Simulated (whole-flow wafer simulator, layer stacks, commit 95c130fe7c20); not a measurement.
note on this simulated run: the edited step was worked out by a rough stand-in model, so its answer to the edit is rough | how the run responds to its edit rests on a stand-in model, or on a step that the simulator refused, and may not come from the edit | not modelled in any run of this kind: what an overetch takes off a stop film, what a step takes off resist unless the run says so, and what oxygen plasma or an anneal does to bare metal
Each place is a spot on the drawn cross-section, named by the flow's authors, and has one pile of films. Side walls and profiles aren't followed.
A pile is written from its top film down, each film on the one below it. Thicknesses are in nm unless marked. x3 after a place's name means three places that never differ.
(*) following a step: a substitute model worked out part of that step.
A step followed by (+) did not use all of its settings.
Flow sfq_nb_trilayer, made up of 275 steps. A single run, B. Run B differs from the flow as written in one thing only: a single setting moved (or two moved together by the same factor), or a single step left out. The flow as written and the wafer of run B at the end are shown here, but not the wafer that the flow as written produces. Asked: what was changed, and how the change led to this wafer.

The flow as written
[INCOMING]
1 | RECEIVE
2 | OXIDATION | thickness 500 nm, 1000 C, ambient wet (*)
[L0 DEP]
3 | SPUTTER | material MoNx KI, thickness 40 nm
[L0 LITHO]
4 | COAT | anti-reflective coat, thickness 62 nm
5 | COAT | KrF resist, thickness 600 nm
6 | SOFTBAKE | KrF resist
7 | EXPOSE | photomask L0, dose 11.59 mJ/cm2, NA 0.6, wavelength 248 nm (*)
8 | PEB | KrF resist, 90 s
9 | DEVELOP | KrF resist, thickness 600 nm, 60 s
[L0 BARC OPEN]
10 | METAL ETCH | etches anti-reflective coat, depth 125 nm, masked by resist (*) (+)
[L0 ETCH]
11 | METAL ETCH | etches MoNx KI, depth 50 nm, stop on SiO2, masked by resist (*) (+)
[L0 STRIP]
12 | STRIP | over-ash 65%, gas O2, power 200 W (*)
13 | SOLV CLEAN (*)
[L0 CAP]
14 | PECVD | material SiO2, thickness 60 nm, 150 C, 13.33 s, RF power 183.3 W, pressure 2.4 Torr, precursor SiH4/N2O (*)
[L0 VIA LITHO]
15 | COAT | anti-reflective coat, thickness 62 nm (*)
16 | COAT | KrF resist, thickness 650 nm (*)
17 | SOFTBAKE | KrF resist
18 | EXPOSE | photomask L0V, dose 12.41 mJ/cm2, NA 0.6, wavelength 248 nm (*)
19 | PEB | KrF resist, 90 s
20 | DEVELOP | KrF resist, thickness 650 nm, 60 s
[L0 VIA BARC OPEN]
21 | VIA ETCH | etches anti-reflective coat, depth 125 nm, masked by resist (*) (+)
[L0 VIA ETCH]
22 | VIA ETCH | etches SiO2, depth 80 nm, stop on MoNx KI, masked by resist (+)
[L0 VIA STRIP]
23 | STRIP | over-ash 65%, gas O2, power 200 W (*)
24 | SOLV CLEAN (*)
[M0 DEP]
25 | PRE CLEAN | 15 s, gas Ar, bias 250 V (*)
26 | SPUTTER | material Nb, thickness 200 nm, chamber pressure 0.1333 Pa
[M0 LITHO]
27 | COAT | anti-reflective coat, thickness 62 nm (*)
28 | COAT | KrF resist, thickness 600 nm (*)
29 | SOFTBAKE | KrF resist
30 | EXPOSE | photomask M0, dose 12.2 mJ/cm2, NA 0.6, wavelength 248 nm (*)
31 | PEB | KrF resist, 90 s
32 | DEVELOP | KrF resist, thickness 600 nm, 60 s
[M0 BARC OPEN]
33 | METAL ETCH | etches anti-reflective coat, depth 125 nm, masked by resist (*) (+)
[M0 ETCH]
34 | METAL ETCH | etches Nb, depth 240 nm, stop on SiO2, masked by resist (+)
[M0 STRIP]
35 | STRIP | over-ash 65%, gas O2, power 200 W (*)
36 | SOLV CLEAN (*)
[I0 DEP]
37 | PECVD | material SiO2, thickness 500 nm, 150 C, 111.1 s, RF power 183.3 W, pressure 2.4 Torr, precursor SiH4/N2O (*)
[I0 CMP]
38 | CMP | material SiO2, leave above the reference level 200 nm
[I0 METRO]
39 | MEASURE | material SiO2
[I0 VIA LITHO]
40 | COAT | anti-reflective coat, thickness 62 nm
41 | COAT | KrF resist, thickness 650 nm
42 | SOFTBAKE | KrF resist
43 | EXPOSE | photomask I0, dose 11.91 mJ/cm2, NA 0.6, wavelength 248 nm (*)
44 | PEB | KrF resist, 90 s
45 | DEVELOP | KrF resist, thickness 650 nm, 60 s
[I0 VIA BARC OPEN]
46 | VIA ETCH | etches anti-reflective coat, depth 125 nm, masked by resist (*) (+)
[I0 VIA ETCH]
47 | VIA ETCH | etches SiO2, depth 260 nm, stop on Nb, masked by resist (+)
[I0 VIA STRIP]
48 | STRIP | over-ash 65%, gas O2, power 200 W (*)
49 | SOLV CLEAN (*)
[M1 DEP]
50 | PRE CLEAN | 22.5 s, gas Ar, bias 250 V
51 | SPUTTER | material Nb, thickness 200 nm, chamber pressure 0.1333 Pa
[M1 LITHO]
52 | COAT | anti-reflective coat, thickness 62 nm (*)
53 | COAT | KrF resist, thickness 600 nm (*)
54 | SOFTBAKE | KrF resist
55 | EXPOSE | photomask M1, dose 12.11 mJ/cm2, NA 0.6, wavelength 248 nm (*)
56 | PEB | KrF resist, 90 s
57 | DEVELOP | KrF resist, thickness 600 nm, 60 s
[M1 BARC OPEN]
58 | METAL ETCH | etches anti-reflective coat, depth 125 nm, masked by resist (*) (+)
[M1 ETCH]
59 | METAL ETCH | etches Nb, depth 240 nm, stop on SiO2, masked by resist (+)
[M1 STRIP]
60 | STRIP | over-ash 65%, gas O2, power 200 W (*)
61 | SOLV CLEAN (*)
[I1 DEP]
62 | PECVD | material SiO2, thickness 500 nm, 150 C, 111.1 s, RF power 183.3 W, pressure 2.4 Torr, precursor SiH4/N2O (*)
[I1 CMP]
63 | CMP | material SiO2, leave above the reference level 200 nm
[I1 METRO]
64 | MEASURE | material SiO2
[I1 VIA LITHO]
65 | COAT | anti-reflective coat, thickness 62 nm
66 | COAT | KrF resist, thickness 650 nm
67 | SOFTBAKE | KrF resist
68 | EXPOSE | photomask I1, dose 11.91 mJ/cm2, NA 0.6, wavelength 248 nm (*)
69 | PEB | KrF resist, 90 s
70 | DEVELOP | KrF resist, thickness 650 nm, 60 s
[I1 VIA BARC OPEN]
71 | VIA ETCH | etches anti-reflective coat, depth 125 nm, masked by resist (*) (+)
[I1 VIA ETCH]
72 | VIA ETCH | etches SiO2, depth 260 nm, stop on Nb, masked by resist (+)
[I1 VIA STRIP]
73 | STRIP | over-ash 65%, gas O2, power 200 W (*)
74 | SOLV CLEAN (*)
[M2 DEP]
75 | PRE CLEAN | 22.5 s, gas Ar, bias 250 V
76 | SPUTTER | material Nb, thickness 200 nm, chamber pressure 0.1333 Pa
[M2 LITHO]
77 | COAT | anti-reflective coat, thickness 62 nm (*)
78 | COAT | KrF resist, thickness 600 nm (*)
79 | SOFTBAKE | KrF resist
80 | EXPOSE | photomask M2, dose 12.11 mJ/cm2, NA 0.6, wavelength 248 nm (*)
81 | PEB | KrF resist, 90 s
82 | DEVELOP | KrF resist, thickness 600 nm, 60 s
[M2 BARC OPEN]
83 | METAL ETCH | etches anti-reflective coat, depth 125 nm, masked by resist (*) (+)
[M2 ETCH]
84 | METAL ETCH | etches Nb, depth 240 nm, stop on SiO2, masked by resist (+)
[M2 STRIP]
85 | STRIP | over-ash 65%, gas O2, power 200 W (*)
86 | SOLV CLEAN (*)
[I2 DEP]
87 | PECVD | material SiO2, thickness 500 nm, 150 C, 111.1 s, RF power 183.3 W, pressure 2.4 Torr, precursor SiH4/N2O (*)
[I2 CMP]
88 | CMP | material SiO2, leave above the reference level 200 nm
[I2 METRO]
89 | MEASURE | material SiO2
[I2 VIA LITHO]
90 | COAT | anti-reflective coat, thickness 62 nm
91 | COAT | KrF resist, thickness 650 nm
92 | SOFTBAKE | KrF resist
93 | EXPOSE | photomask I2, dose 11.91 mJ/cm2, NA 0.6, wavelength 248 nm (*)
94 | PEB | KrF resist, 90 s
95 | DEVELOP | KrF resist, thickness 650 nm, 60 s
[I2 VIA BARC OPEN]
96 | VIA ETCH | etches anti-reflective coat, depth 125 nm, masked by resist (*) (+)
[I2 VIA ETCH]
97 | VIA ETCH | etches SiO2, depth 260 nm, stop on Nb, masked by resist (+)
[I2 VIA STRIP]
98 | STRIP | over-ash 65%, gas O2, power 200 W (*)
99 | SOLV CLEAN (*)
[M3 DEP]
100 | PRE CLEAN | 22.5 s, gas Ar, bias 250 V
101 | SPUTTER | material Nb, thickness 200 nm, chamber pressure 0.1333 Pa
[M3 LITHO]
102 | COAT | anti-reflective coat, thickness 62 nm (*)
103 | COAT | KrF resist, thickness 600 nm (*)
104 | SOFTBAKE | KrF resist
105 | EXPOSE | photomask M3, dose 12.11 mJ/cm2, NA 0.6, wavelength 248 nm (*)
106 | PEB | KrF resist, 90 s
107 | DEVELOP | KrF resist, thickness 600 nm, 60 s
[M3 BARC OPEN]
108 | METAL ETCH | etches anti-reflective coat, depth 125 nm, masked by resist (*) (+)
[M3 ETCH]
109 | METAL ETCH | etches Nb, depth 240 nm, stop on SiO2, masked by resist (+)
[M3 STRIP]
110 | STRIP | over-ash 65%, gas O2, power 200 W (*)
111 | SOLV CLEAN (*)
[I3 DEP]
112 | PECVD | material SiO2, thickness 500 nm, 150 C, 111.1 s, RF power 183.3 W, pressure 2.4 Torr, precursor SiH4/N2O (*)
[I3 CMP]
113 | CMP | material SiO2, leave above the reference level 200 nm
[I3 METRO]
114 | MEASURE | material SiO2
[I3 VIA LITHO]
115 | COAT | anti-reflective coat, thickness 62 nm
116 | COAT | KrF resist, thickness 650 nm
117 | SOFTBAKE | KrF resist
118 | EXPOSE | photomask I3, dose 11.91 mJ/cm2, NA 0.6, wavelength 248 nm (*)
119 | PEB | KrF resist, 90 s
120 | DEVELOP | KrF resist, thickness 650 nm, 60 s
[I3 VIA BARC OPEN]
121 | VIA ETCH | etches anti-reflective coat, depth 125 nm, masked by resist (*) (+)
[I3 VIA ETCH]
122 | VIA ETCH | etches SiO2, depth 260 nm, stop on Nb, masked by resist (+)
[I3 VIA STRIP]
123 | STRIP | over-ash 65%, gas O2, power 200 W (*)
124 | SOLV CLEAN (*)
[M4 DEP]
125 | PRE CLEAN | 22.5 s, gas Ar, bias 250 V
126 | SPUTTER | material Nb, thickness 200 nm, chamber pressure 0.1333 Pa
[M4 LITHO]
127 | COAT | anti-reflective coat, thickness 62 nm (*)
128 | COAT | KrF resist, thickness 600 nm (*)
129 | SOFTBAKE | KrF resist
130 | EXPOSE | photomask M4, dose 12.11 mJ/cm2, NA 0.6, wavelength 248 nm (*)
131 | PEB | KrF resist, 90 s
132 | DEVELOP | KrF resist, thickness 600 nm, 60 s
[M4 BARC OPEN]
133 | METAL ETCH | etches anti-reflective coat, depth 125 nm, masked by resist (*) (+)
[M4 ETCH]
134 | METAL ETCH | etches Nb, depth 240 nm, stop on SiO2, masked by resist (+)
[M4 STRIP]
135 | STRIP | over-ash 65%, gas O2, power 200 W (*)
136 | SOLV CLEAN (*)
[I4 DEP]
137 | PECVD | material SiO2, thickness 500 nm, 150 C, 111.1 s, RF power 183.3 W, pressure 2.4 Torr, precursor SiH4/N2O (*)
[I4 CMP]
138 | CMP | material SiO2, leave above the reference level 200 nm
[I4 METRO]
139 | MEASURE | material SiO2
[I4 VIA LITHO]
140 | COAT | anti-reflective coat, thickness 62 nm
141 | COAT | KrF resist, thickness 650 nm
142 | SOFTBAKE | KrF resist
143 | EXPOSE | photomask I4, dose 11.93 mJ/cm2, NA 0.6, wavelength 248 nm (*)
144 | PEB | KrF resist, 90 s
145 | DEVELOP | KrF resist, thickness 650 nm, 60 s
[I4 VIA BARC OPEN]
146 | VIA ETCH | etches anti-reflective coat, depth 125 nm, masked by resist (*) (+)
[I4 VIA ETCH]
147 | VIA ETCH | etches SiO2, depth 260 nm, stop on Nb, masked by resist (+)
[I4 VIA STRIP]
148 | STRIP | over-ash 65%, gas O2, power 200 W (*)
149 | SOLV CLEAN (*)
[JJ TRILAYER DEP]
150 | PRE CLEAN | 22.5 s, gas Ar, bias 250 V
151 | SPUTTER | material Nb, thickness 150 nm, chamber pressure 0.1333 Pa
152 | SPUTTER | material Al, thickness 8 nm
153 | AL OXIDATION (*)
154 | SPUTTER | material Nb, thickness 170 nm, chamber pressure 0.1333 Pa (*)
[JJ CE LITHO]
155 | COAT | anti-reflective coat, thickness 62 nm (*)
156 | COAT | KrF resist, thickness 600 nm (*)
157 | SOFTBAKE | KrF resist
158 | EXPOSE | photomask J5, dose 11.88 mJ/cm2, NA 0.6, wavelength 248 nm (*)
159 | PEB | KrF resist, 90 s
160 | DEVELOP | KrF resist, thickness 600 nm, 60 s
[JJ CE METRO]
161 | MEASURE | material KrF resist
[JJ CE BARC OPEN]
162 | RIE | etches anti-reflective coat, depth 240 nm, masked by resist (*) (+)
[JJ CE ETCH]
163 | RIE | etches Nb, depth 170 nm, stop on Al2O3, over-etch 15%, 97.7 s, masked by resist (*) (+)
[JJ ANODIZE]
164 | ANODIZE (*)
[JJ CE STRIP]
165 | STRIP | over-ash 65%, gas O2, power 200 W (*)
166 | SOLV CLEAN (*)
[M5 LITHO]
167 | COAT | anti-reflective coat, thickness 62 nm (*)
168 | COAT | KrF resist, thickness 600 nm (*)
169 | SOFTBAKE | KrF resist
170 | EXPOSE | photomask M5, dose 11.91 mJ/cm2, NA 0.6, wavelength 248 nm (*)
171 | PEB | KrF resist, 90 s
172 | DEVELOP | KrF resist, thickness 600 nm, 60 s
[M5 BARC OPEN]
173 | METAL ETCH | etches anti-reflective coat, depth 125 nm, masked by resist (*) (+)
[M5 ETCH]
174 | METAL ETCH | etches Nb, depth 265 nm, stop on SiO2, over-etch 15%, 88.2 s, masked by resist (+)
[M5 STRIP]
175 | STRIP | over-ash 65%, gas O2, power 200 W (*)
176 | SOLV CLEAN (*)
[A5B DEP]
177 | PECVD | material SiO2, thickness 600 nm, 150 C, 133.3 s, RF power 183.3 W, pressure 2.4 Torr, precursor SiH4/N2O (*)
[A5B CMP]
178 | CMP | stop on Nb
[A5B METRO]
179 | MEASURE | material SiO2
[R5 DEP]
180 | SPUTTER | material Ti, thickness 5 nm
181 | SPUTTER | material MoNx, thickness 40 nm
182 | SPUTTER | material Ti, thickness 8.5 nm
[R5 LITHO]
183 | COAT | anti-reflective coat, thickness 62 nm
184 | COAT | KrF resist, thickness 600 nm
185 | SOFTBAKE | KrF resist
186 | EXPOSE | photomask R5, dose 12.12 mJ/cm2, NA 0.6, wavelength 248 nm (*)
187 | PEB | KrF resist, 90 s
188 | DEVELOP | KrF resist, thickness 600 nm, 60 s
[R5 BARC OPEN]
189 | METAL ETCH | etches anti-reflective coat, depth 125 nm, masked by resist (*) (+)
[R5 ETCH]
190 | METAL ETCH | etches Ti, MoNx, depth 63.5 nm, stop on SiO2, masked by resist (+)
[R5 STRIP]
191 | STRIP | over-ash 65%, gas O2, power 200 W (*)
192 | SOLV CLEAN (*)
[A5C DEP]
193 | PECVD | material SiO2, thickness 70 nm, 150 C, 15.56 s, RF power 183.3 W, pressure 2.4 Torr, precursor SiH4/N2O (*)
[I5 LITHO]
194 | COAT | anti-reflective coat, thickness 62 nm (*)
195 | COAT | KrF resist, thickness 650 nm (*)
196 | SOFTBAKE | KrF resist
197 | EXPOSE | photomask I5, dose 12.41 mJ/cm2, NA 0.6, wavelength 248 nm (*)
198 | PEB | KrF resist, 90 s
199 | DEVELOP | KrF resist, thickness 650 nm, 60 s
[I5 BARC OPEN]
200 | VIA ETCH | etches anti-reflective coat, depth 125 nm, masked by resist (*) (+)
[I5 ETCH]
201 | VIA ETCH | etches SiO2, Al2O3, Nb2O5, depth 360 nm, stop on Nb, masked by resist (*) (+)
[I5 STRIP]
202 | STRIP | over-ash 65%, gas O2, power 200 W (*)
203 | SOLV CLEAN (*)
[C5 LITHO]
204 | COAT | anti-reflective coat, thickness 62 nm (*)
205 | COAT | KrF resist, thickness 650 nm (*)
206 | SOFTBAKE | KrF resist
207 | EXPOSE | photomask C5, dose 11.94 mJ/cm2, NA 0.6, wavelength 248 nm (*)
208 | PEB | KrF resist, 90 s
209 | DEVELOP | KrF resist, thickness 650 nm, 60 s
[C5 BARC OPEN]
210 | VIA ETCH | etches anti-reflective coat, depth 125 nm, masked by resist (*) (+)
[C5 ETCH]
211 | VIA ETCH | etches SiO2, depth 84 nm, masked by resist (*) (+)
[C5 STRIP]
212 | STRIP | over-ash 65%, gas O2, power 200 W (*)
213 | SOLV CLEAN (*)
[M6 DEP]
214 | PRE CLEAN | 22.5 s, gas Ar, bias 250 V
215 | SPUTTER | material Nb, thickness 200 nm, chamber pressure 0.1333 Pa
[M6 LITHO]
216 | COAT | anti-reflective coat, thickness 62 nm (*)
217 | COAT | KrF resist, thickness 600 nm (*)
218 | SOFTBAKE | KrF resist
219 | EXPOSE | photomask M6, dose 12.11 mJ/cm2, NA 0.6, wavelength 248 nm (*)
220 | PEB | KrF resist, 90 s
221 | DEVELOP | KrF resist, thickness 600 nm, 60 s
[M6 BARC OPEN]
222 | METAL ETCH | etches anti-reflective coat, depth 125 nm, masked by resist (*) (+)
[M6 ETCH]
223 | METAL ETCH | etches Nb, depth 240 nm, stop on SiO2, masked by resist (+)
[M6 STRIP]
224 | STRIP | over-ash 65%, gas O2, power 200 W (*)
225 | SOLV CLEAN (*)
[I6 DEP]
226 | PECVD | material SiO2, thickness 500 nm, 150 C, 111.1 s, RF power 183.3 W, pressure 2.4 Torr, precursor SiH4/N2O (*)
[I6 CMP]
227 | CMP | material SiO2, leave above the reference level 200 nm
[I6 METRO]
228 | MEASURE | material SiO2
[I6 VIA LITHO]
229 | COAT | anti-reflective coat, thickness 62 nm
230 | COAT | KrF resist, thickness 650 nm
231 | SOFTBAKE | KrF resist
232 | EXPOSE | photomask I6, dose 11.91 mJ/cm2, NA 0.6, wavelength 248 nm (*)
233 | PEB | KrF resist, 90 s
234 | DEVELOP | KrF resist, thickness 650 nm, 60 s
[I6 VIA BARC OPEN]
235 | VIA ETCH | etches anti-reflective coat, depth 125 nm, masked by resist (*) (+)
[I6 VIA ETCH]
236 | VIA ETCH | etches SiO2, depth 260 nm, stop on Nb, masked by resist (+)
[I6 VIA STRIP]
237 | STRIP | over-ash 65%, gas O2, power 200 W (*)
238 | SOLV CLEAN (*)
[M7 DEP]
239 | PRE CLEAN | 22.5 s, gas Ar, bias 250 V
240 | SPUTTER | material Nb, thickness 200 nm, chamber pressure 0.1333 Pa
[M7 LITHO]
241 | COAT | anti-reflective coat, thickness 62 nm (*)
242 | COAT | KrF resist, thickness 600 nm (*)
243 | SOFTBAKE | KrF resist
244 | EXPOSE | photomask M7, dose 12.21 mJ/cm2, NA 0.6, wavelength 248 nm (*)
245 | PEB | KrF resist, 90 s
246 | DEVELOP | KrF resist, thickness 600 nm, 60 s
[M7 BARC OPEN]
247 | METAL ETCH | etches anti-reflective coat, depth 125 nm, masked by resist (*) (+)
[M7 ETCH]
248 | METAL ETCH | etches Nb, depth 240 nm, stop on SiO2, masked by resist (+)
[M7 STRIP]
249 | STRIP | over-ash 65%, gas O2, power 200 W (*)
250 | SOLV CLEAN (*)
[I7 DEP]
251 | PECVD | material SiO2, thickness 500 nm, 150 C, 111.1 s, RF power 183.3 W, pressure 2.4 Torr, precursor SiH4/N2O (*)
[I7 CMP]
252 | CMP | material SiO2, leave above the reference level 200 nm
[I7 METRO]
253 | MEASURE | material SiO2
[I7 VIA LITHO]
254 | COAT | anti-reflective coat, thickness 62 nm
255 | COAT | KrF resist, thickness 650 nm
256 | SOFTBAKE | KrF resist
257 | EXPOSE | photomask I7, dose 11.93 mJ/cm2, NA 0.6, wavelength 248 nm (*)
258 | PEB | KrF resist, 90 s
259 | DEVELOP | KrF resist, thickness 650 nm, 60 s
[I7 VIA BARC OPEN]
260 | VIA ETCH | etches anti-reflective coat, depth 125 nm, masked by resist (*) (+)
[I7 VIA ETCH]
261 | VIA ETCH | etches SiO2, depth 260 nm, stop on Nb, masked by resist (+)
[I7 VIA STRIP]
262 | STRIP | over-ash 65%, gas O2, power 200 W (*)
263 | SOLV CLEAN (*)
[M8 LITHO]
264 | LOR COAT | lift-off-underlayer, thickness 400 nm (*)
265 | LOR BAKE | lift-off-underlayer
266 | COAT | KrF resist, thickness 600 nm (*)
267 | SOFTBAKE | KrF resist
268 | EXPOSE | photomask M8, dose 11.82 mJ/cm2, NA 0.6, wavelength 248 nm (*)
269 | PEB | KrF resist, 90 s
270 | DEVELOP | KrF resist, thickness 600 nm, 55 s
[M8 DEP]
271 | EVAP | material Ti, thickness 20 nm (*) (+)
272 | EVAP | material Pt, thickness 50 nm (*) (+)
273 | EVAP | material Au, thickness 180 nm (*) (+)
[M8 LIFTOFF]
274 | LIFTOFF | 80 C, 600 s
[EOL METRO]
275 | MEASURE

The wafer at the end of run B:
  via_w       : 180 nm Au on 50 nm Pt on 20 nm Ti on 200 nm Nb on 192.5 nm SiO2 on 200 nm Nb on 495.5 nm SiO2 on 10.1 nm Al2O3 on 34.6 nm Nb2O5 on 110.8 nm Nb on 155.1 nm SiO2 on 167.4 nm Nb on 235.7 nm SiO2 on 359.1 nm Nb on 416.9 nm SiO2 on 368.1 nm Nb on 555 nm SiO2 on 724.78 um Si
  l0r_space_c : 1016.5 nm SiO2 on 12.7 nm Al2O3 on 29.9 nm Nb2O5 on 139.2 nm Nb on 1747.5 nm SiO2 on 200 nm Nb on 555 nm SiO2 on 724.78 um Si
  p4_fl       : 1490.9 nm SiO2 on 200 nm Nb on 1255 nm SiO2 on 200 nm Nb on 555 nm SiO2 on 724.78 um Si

The reason: step 112, PECVD: thickness 285 nm was run, whereas the flow has thickness 500 nm; step 112, PECVD: 63.33 s was run, where the flow has 111.1 s.

Step by step, how the change led to this:
  112 | PECVD | material SiO2, thickness 500 nm, 150 C, 111.1 s, RF power 183.3 W, pressure 2.4 Torr, precursor SiH4/N2O (*)
      field_l, be, be_sur and 64 more: SiO2 gains 285 (in the flow as written it would be: SiO2 gains 500)
      v_sur, via_wl, via_wr and 27 more: SiO2 gains 285 (new film) (in the flow as written it would be: SiO2 gains 500 (new film))
      (also at 9 further places)
  113 | CMP | material SiO2, leave above the reference level 200 nm
      field_l, be, be_sur and 64 more: nothing (in the flow as written it would be: SiO2 loses 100)
      p4_g1, p4_g2, p3_s0, p3_s1, p3_s2, p3_s3, p3_s4, p3_s5: nothing (in the flow as written it would be: SiO2 loses 157.1)
      (also at 31 further places)
  115 | COAT | anti-reflective coat, thickness 62 nm
      p3_s0, p3_s1, p3_s2, p3_s3: anti-reflective coat gains 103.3 (new film) (in the flow as written it would be: anti-reflective coat gains 62 (new film))
      p3_l1, p3_l2, p3_l3, p3_l4: anti-reflective coat gains 48.1 (new film) (in the flow as written it would be: anti-reflective coat gains 62 (new film))
      (also at 75 further places)
  116 | COAT | KrF resist, thickness 650 nm
      m0r_space_l, m5r_space_l, m5r_space_r, m6r_space_l, m7r_space_l: KrF resist gains 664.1 (new film) (in the flow as written it would be: KrF resist gains 650 (new film))
      m0r_line_l, m6r_line_l, m7r_line_l: KrF resist gains 672.8 (new film) (in the flow as written it would be: KrF resist gains 650 (new film))
      (also at 65 further places)
  120 | DEVELOP | KrF resist, thickness 650 nm, 60 s
      via_v: KrF resist loses 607 (all of it) (in the flow as written it would be: KrF resist loses 648.6 (all of it))
  121 | VIA ETCH | etches anti-reflective coat, depth 125 nm, masked by resist (*) (+)
      field_l, v_sur, via_wl and 102 more: KrF resist loses 44 (in the flow as written it would be: KrF resist loses 51.7)
      via_v: anti-reflective coat loses 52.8 (all of it), SiO2 loses 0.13 (in the flow as written it would be: anti-reflective coat loses 62 (all of it), SiO2 loses 0.16)
  123 | STRIP | over-ash 65%, gas O2, power 200 W (*)
      m0r_line_l, m6r_line_l, m7r_line_l: KrF resist loses 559 (all of it), anti-reflective coat loses 63.2 (all of it) (in the flow as written it would be: KrF resist loses 528.6 (all of it), anti-reflective coat loses 62 (all of it))
      m0r_space_l, m6r_space_l, m7r_space_l: KrF resist loses 550.4 (all of it), anti-reflective coat loses 77 (all of it) (in the flow as written it would be: KrF resist loses 528.6 (all of it), anti-reflective coat loses 62 (all of it))
      (also at 99 further places)
  126 | SPUTTER | material Nb, thickness 200 nm, chamber pressure 0.1333 Pa
      via_w: Nb gains 167.4 (new film) (in the flow as written it would be: Nb gains 200 (new film))
  127 | COAT | anti-reflective coat, thickness 62 nm (*)
      p3_l1, p3_l2, p3_l3, p3_l4: anti-reflective coat gains 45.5 (new film) (in the flow as written it would be: anti-reflective coat gains 62 (new film))
      wl_f_sr, wl_g_m5, m5r_space_l, m5r_space_r: anti-reflective coat gains 68.5 (new film) (in the flow as written it would be: anti-reflective coat gains 62 (new film))
      (also at 81 further places)
  128 | COAT | KrF resist, thickness 600 nm (*)
      m0r_line_l, m6r_line_l, m7r_line_l: KrF resist gains 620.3 (new film) (in the flow as written it would be: KrF resist gains 600 (new film))
      m0r_space_l, m6r_space_l, m7r_space_l: KrF resist gains 614.3 (new film) (in the flow as written it would be: KrF resist gains 600 (new film))
      (also at 67 further places)
  132 | DEVELOP | KrF resist, thickness 600 nm, 60 s
      m0r_line_l, m6r_line_l, m7r_line_l: KrF resist loses 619 (all of it) (in the flow as written it would be: KrF resist loses 598.7 (all of it))
      m0r_space_l, m6r_space_l, m7r_space_l: KrF resist loses 613.1 (all of it) (in the flow as written it would be: KrF resist loses 598.7 (all of it))
      (also at 35 further places)
  133 | METAL ETCH | etches anti-reflective coat, depth 125 nm, masked by resist (*) (+)
      v_sur, via_wl, via_w and 36 more: KrF resist loses 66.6 (in the flow as written it would be: KrF resist loses 51.7)
      wl_f_sr, wl_g_m5, m5r_space_l, m5r_space_r: anti-reflective coat loses 68.5 (all of it) (in the flow as written it would be: anti-reflective coat loses 62 (all of it))
      (also at 49 further places)
  135 | STRIP | over-ash 65%, gas O2, power 200 W (*)
      ln_m5, lsp_m: KrF resist loses 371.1 (all of it), anti-reflective coat loses 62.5 (all of it) (in the flow as written it would be: KrF resist loses 381.9 (all of it), anti-reflective coat loses 61.8 (all of it))
      v_sur: KrF resist loses 307.7 (all of it), anti-reflective coat loses 43.9 (all of it) (in the flow as written it would be: KrF resist loses 379.9 (all of it), anti-reflective coat loses 61.4 (all of it))
      (also at 36 further places)
  137 | PECVD | material SiO2, thickness 500 nm, 150 C, 111.1 s, RF power 183.3 W, pressure 2.4 Torr, precursor SiH4/N2O (*)
      p3_s0, p3_s1, p3_s2, p3_s3, p3_s4, p3_s5: SiO2 gains 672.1 (in the flow as written it would be: SiO2 gains 557.1)
      via_w: SiO2 gains 579.8 (new film) (in the flow as written it would be: SiO2 gains 500 (new film))
  138 | CMP | material SiO2, leave above the reference level 200 nm
      field_l, be, be_sur and 55 more: nothing (in the flow as written it would be: SiO2 loses 100)
      lsp_r, l0_sur, l0v: nothing (in the flow as written it would be: SiO2 loses 91.9)
      (also at 9 further places)
  140 | COAT | anti-reflective coat, thickness 62 nm
      m0r_space_l, m0r_space_r, m6r_space_l, m6r_space_r, m7r_space_l, m7r_space_r: anti-reflective coat gains 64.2 (new film) (in the flow as written it would be: anti-reflective coat gains 62 (new film))
      wl_e_sl, wl_e_sr: anti-reflective coat gains 60.5 (new film) (in the flow as written it would be: anti-reflective coat gains 62 (new film))
      (also at 28 further places)
  ... another 32 steps ...
  227 | CMP | material SiO2, leave above the reference level 200 nm
      ce_l, ce_r: SiO2 loses 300 (in the flow as written it would be: SiO2 loses 290)
      c5j: SiO2 loses 233 (in the flow as written it would be: SiO2 loses 223)
With metal films that touch counted as one body, via_w has 6 bodies (between them, from the top down: SiO2 192.5; SiO2 495.5 / Al2O3 10.1 / Nb2O5 34.6; SiO2 155.1; SiO2 235.7; SiO2 416.9); the flow as written gives 5 bodies (between them, from the top down: SiO2 192.5; SiO2 427.3 / Al2O3 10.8 / Nb2O5 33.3; SiO2 425.9; SiO2 416.9).
